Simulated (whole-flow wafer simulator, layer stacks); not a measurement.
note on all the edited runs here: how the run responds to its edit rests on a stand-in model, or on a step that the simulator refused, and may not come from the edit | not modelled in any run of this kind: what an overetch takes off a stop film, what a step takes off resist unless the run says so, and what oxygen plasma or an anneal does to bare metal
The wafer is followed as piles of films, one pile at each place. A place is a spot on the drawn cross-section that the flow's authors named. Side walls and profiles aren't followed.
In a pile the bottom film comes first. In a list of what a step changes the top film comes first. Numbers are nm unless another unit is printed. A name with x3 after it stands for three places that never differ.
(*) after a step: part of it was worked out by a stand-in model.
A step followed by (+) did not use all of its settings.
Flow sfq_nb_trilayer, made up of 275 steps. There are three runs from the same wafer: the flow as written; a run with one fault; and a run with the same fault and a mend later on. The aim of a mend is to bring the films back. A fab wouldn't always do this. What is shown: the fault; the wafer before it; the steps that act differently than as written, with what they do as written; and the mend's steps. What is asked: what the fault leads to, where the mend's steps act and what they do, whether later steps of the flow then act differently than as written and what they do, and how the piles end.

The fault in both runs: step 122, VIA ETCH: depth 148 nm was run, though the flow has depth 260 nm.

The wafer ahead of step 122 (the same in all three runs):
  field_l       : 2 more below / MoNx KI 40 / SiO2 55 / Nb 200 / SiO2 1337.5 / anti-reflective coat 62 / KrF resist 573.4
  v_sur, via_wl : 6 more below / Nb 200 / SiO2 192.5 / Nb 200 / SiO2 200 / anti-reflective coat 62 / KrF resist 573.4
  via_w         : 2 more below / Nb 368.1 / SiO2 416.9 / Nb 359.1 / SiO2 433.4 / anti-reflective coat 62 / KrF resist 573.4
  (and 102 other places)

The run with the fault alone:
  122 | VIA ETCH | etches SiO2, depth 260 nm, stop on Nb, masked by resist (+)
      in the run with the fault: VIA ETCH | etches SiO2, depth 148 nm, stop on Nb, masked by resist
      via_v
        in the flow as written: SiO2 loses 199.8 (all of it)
        in the run with the fault: SiO2 loses 148
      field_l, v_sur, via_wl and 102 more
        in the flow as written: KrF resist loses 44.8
        in the run with the fault: KrF resist loses 25.5
  Steps further on in the flow that do not act as written (3 more steps, not shown, differ only slightly: by at most 2% or 0.5 nm, whichever is larger):
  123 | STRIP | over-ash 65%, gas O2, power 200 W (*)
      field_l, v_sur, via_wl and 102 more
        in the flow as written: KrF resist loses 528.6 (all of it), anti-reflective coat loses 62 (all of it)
        in the run with the fault: KrF resist loses 547.9 (all of it), anti-reflective coat loses 62 (all of it)
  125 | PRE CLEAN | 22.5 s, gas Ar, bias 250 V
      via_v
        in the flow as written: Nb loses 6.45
        in the run with the fault: SiO2 loses 7.5
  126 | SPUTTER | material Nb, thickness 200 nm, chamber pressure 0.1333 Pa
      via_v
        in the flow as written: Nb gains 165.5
        in the run with the fault: Nb gains 176.7 (new film)
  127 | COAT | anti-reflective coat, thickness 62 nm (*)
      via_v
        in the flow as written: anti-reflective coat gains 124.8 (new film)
        in the run with the fault: anti-reflective coat gains 112.4 (new film)
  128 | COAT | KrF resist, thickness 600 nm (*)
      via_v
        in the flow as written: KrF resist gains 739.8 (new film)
        in the run with the fault: KrF resist gains 698.3 (new film)
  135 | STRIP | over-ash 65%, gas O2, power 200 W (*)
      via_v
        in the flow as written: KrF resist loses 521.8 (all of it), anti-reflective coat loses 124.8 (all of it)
        in the run with the fault: KrF resist loses 480.5 (all of it), anti-reflective coat loses 112.4 (all of it)
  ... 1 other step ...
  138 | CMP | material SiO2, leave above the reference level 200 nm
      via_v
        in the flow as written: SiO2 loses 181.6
        in the run with the fault: SiO2 loses 157.1
  The piles end different from the flow's at via_v by more than 2% or 0.5 nm, whichever is larger.
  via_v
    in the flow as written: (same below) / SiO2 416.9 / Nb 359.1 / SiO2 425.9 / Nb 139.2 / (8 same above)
    in the run with the fault: (same below) / SiO2 416.9 / Nb 200 / SiO2 44.3 / Nb 176.7 / SiO2 364 / Nb 139.2 / (8 same above)

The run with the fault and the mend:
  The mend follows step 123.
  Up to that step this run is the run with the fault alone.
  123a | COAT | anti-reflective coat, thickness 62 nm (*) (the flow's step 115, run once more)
      p4_fl x3, p4_w1 x9, p4_g1 x2 and 63 more
        anti-reflective coat gains 62 (new film)
      r_sur, res, r_end and 9 more
        anti-reflective coat gains 61.8 (new film)
      c5j, ce_r, sp_r, be_r
        anti-reflective coat gains 61.7 (new film)
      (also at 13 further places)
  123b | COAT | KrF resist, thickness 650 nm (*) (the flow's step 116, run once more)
      p4_fl x3, p4_w1 x9, p4_g1 x2 and 63 more
        KrF resist gains 650 (new film)
      ln_m5, lsp_m, ln_m6, lsp_r, l0_sur, l0v
        KrF resist gains 649.7 (new film)
      r_end, moat, field_r, lsp_l
        KrF resist gains 649.6 (new film)
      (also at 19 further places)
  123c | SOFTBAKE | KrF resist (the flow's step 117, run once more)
      does not change any film at any place that is followed
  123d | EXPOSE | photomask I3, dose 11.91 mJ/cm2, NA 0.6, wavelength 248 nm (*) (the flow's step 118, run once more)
      does not change any film at any place that is followed
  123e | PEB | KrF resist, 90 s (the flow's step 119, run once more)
      c5j, ce_r, sp_r and 90 more
        KrF resist loses 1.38
      field_l, v_sur, via_wl and 8 more
        KrF resist loses 1.37
      via_wr
        KrF resist loses 1.36
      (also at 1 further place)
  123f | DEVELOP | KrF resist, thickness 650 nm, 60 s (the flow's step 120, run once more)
      field_l, v_sur, via_wl and 102 more
        KrF resist loses 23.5
      via_v
        KrF resist loses 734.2 (all of it)
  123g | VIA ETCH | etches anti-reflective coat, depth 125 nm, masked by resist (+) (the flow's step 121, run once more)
      field_l, v_sur, via_wl and 102 more
        KrF resist loses 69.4
      via_v
        anti-reflective coat loses 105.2 (all of it), SiO2 loses 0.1
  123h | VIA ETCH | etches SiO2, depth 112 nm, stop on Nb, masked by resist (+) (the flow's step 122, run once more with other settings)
      field_l, v_sur, via_wl and 102 more
        KrF resist loses 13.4
      via_v
        SiO2 loses 51.7 (all of it)
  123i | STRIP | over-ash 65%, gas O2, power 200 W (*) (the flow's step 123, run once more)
      p4_fl x3, p4_w1 x9, p4_g1 x2 and 63 more
        KrF resist loses 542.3 (all of it), anti-reflective coat loses 62 (all of it)
      moat, field_r, lsp_l, ln_m5, lsp_m, l0v
        KrF resist loses 541.9 (all of it), anti-reflective coat loses 61.8 (all of it)
      ln_m6, lsp_r, l0_sur
        KrF resist loses 542 (all of it), anti-reflective coat loses 61.8 (all of it)
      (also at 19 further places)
  Every later step of the flow that is run acts as written at every place that is followed.
  At every place that both follow, the piles at the end match the flow's.
